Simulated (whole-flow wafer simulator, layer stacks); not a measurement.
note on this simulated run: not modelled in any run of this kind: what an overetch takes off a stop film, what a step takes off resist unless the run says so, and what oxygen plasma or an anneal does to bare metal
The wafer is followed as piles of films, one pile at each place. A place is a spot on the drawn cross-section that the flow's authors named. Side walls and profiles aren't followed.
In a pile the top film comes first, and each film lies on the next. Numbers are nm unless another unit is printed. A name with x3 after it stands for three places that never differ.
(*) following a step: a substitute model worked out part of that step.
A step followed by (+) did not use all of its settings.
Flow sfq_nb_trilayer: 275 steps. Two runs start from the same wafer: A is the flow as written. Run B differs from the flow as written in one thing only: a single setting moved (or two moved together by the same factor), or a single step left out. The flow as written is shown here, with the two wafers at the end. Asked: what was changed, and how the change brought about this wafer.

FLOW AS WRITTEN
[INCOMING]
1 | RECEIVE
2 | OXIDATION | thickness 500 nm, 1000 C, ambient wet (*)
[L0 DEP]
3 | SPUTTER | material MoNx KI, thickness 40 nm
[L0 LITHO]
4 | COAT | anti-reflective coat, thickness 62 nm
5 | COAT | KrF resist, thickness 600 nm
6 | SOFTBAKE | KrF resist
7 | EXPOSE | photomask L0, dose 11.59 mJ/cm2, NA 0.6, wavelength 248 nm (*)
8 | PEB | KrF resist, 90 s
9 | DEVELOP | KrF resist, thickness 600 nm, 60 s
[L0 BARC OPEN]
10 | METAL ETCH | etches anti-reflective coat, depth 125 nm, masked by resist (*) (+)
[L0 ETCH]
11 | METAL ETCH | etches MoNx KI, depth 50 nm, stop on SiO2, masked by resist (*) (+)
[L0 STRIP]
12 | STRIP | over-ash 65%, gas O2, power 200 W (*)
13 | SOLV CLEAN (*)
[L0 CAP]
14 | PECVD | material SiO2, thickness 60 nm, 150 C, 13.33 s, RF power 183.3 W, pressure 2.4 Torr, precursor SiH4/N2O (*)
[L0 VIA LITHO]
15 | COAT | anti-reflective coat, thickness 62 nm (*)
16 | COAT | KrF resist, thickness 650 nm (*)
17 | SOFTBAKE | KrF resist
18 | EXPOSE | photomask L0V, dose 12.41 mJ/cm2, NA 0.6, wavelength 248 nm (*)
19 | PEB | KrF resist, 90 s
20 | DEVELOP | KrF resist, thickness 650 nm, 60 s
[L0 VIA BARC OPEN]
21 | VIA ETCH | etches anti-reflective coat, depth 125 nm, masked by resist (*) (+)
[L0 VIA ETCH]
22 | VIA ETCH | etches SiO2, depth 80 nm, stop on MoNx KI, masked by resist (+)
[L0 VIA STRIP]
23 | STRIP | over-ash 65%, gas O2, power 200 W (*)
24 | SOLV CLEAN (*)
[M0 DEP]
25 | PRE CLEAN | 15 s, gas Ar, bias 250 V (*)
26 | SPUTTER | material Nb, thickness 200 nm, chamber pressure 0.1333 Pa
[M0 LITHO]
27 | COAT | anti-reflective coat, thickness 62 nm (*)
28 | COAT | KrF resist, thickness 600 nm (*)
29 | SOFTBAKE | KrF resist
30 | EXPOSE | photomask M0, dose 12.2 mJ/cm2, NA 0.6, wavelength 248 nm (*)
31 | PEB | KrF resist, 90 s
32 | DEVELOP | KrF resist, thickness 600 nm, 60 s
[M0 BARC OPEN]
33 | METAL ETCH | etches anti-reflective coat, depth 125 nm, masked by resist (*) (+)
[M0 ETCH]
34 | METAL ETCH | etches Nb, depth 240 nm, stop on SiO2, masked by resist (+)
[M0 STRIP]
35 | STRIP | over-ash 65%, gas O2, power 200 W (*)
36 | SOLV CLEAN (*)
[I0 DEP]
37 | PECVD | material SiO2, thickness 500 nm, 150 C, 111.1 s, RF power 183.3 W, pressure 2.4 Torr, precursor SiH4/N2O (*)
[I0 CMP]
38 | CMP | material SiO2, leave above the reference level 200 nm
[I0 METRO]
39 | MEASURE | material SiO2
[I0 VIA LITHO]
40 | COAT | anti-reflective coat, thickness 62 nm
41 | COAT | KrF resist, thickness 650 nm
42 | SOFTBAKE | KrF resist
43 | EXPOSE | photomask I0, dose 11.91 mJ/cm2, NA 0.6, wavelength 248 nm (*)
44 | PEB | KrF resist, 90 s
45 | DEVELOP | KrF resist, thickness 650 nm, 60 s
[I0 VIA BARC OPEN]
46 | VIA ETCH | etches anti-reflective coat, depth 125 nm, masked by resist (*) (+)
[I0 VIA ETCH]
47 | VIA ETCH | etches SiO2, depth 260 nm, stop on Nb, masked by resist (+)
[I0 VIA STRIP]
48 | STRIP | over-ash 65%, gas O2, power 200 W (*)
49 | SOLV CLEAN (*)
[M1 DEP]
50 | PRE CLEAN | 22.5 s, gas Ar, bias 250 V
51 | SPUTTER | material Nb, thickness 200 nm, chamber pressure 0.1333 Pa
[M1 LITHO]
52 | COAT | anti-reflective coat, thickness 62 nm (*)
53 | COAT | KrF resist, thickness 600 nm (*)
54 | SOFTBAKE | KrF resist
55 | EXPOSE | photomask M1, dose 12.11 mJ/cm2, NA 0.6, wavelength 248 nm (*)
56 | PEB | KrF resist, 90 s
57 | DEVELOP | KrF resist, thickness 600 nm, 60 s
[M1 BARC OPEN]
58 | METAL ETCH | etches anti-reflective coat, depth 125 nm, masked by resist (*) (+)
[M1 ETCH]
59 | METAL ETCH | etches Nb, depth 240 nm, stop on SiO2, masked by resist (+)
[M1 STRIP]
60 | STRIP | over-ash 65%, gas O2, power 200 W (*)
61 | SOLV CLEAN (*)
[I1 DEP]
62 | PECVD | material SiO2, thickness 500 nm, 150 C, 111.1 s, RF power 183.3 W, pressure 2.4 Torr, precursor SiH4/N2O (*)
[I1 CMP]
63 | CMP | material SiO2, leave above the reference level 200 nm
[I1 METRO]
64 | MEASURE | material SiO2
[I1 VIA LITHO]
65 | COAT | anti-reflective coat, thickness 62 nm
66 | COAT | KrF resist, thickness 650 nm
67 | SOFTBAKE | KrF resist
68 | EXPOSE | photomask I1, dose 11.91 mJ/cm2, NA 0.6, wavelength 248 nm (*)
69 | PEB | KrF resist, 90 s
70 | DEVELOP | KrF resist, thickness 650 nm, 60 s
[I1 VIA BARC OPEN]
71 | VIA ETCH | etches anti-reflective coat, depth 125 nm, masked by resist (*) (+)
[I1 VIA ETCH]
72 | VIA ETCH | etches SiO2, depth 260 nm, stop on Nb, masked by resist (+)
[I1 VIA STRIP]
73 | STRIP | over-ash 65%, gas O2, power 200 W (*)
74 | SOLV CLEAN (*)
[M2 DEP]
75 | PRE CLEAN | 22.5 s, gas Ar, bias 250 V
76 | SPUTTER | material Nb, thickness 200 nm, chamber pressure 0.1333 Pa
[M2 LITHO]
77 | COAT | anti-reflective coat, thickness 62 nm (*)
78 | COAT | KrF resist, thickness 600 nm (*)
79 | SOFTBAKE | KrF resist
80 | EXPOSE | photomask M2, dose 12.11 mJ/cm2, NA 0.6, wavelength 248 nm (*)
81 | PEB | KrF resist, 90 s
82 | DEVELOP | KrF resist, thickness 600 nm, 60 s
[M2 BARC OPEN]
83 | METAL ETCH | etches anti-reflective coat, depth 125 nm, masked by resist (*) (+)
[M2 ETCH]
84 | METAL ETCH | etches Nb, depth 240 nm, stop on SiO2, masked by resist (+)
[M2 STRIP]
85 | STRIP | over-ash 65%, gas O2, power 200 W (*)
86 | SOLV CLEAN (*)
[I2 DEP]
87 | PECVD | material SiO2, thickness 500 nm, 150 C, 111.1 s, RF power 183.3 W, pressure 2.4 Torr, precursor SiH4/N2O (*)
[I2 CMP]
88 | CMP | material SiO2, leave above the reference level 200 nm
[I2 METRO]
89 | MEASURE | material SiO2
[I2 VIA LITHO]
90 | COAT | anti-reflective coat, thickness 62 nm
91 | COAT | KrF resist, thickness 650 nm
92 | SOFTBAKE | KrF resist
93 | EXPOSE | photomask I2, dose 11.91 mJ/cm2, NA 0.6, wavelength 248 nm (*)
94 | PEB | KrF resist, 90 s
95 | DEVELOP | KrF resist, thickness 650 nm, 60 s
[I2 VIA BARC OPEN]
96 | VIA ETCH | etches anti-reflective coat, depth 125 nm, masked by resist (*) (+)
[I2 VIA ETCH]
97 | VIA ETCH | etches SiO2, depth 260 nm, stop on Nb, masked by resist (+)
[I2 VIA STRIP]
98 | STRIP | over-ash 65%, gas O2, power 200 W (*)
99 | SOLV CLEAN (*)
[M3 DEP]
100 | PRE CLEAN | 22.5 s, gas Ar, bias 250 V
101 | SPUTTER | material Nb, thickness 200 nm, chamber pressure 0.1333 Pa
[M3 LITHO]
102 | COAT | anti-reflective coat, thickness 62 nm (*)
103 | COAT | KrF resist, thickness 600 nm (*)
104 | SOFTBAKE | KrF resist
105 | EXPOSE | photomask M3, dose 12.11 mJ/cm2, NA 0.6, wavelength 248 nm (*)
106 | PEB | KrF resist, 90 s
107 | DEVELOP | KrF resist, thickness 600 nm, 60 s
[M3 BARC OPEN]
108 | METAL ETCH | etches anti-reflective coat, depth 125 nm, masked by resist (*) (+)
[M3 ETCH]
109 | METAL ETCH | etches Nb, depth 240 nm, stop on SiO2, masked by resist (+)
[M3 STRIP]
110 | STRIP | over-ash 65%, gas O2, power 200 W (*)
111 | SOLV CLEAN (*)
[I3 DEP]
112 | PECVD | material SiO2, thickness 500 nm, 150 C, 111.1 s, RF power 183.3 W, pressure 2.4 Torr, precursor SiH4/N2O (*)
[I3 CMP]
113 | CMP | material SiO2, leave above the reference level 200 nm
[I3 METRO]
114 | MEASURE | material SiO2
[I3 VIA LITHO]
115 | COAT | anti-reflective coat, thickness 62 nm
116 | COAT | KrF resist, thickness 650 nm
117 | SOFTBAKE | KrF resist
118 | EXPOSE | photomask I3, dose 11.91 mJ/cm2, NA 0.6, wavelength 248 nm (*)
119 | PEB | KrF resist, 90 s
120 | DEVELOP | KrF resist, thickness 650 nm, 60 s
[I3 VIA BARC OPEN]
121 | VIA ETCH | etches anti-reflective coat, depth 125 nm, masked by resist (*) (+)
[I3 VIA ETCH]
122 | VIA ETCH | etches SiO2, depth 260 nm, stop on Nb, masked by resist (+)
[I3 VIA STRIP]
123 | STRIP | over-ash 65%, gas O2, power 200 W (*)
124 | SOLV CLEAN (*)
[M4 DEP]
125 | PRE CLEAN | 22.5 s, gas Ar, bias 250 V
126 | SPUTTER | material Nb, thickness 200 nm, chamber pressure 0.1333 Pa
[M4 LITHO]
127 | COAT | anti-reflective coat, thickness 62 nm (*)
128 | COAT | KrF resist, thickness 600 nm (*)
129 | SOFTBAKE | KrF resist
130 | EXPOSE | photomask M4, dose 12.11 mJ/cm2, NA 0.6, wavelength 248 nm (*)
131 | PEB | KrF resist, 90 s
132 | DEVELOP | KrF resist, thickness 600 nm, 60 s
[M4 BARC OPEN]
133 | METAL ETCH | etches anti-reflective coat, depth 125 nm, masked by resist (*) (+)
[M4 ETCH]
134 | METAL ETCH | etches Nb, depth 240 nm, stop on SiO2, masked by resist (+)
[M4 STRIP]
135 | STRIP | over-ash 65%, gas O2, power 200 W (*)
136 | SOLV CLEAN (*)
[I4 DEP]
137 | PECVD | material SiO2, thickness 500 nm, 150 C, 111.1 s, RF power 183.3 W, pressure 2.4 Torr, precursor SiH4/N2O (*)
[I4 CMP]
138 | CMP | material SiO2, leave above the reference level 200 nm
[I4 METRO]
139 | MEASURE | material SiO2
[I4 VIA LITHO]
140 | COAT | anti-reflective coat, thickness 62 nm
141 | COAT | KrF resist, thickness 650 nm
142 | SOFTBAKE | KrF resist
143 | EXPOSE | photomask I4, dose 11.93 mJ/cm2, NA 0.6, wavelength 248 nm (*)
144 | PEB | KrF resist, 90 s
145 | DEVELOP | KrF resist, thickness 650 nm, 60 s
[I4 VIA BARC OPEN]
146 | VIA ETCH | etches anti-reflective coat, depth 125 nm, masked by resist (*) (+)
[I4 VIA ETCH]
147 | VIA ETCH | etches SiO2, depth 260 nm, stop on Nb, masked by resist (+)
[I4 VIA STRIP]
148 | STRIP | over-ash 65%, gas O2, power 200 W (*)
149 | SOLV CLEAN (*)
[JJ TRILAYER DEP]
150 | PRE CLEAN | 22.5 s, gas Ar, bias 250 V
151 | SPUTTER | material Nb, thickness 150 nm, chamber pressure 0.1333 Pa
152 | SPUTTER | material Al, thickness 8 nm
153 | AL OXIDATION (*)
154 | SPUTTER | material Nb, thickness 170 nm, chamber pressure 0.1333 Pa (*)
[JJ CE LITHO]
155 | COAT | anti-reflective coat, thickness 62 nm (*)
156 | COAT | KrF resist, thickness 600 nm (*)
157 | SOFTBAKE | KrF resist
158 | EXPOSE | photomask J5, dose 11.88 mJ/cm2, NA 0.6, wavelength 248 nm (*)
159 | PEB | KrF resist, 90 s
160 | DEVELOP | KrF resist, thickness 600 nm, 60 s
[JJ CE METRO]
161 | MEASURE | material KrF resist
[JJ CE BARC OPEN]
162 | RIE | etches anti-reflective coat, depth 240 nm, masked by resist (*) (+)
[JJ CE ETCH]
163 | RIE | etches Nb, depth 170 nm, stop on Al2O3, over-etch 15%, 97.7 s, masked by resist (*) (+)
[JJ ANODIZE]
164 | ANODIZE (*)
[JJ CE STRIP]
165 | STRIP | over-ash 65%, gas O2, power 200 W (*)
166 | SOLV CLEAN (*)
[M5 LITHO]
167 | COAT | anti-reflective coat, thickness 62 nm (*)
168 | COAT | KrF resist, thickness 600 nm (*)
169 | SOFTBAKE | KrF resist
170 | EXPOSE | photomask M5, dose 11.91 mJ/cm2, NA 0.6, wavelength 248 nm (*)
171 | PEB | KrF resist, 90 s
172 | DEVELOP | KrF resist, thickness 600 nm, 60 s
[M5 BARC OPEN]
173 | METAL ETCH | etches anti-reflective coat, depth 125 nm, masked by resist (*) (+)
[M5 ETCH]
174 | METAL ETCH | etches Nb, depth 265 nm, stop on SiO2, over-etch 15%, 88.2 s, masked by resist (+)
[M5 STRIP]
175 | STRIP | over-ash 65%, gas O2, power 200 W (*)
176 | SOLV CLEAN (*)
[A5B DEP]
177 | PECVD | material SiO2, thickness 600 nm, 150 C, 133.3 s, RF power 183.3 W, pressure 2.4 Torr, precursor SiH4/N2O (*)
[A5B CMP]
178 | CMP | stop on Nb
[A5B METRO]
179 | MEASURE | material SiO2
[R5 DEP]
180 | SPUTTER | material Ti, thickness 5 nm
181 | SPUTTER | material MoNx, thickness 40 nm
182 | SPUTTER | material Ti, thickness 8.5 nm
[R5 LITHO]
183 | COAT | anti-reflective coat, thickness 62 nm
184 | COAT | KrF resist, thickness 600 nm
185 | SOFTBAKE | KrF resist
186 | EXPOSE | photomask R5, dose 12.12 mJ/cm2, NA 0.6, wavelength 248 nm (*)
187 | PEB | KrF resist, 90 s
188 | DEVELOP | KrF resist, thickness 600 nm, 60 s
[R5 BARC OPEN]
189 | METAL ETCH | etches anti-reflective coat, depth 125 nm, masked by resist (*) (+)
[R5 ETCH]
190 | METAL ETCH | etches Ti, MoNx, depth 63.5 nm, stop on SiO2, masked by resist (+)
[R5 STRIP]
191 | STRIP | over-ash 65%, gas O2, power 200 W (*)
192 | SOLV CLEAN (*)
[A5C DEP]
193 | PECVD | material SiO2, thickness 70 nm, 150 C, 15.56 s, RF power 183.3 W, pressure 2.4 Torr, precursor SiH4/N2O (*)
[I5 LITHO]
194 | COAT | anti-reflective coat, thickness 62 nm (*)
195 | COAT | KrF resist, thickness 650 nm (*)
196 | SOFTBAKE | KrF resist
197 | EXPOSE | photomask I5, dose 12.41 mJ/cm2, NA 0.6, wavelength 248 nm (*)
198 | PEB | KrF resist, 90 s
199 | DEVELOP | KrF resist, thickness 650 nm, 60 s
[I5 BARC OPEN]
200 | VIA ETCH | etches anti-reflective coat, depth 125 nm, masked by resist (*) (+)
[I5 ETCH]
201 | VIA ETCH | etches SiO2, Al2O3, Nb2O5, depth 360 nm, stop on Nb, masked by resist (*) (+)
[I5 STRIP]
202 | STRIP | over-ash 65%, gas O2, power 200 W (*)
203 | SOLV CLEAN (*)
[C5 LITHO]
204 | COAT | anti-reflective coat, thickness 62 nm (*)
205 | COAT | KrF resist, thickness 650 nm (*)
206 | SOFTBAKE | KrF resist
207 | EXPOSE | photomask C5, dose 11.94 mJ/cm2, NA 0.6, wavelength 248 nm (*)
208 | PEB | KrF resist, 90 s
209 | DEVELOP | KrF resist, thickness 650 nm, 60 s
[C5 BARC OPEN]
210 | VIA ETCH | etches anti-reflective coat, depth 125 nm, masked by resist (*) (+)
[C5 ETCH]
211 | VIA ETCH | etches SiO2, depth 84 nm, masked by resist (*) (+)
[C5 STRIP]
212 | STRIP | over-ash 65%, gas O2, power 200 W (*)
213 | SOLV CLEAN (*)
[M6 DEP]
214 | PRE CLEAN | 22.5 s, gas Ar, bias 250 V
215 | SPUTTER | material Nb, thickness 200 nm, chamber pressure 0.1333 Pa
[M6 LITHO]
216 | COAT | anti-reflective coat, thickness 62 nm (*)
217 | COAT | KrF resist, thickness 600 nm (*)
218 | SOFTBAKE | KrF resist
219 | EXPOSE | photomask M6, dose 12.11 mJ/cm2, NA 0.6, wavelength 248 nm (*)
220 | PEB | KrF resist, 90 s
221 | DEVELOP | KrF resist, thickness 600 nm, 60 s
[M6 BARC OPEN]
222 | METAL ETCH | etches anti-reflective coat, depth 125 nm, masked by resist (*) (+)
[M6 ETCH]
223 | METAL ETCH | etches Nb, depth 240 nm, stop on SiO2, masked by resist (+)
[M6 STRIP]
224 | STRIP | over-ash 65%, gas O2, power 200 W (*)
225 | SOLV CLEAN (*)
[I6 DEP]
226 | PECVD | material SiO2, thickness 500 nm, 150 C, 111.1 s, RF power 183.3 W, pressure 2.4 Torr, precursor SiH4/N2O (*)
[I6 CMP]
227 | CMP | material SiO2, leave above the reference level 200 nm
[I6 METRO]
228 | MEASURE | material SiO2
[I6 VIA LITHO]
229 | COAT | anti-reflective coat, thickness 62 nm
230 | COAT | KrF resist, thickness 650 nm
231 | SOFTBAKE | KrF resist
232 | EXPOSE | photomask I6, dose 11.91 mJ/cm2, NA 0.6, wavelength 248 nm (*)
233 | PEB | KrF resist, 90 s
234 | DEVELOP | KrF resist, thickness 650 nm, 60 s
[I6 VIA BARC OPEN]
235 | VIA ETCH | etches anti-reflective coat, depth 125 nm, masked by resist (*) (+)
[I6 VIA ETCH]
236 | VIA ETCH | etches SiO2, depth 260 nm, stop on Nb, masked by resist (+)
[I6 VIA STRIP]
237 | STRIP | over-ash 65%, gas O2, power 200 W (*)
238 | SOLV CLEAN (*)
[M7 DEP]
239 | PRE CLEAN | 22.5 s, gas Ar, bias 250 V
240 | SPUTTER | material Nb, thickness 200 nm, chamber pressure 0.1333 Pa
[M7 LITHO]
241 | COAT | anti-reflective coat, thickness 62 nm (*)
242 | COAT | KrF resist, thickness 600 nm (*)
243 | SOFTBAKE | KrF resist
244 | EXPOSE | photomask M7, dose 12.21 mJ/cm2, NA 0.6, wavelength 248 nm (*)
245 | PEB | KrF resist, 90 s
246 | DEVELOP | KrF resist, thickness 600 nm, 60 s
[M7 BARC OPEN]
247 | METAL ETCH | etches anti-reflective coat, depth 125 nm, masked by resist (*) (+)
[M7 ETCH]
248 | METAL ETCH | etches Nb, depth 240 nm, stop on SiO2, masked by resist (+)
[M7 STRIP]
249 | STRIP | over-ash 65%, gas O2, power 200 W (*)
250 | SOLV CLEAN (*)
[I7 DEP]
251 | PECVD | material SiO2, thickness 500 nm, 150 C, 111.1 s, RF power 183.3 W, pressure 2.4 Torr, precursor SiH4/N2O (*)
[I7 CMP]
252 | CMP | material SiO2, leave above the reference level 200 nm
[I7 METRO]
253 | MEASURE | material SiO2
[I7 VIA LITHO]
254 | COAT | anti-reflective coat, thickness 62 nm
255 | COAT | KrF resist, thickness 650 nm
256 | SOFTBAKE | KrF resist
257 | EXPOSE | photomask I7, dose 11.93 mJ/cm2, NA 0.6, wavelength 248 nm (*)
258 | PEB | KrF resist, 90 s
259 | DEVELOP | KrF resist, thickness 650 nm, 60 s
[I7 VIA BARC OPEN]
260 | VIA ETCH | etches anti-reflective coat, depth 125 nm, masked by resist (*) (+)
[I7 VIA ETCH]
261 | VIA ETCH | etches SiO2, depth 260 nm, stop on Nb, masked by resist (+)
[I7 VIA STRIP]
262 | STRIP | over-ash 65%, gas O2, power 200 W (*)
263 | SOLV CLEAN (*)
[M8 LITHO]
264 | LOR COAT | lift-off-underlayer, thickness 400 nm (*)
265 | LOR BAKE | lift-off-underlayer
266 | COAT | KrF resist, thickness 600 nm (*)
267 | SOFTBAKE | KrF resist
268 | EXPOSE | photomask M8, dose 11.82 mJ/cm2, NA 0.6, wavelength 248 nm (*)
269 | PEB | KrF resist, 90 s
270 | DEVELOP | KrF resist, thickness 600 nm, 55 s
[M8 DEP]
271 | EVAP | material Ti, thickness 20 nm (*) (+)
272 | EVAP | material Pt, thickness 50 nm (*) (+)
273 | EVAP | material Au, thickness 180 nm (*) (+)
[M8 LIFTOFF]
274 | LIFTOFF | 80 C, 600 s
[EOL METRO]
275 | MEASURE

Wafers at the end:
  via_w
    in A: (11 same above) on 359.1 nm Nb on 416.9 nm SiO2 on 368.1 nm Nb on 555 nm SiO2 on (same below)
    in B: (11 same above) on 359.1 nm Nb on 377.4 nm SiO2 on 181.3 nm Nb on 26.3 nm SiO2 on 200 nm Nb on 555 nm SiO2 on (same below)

The reason: step 47, VIA ETCH: depth 166 nm was run, whereas the flow has depth 260 nm.

The path from the change to this, step by step:
  47 | VIA ETCH | etches SiO2, depth 260 nm, stop on Nb, masked by resist (+)
      via_w: A SiO2 loses 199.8 (all of it) | B SiO2 loses 166
      field_l, v_sur, via_wl and 102 more: A KrF resist loses 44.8 | B KrF resist loses 28.6
  48 | STRIP | over-ash 65%, gas O2, power 200 W (*)
      field_l, v_sur, via_wl and 102 more: A KrF resist loses 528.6 (all of it), anti-reflective coat loses 62 (all of it) | B KrF resist loses 544.8 (all of it), anti-reflective coat loses 62 (all of it)
  50 | PRE CLEAN | 22.5 s, gas Ar, bias 250 V
      via_w: A Nb loses 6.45 | B SiO2 loses 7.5
  51 | SPUTTER | material Nb, thickness 200 nm, chamber pressure 0.1333 Pa
      via_w: A Nb gains 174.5 | B Nb gains 181.3 (new film)
  52 | COAT | anti-reflective coat, thickness 62 nm (*)
      via_w: A anti-reflective coat gains 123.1 (new film) | B anti-reflective coat gains 114.4 (new film)
  53 | COAT | KrF resist, thickness 600 nm (*)
      via_w: A KrF resist gains 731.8 (new film) | B KrF resist gains 705.7 (new film)
  60 | STRIP | over-ash 65%, gas O2, power 200 W (*)
      via_w: A KrF resist loses 513.8 (all of it), anti-reflective coat loses 123.1 (all of it) | B KrF resist loses 487.8 (all of it), anti-reflective coat loses 114.4 (all of it)
  62 | PECVD | material SiO2, thickness 500 nm, 150 C, 111.1 s, RF power 183.3 W, pressure 2.4 Torr, precursor SiH4/N2O (*)
      via_w: A SiO2 gains 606 (new film) | B SiO2 gains 542 (new film)
  63 | CMP | material SiO2, leave above the reference level 200 nm
      via_w: A SiO2 loses 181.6 | B SiO2 loses 157.1
With metal films that touch counted as one body, via_w has 6 bodies (between them, from the top down: SiO2 192.5; SiO2 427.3 / Al2O3 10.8 / Nb2O5 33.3; SiO2 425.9; SiO2 377.4; SiO2 26.3); the flow as written gives 5 bodies (between them, from the top down: SiO2 192.5; SiO2 427.3 / Al2O3 10.8 / Nb2O5 33.3; SiO2 425.9; SiO2 416.9).
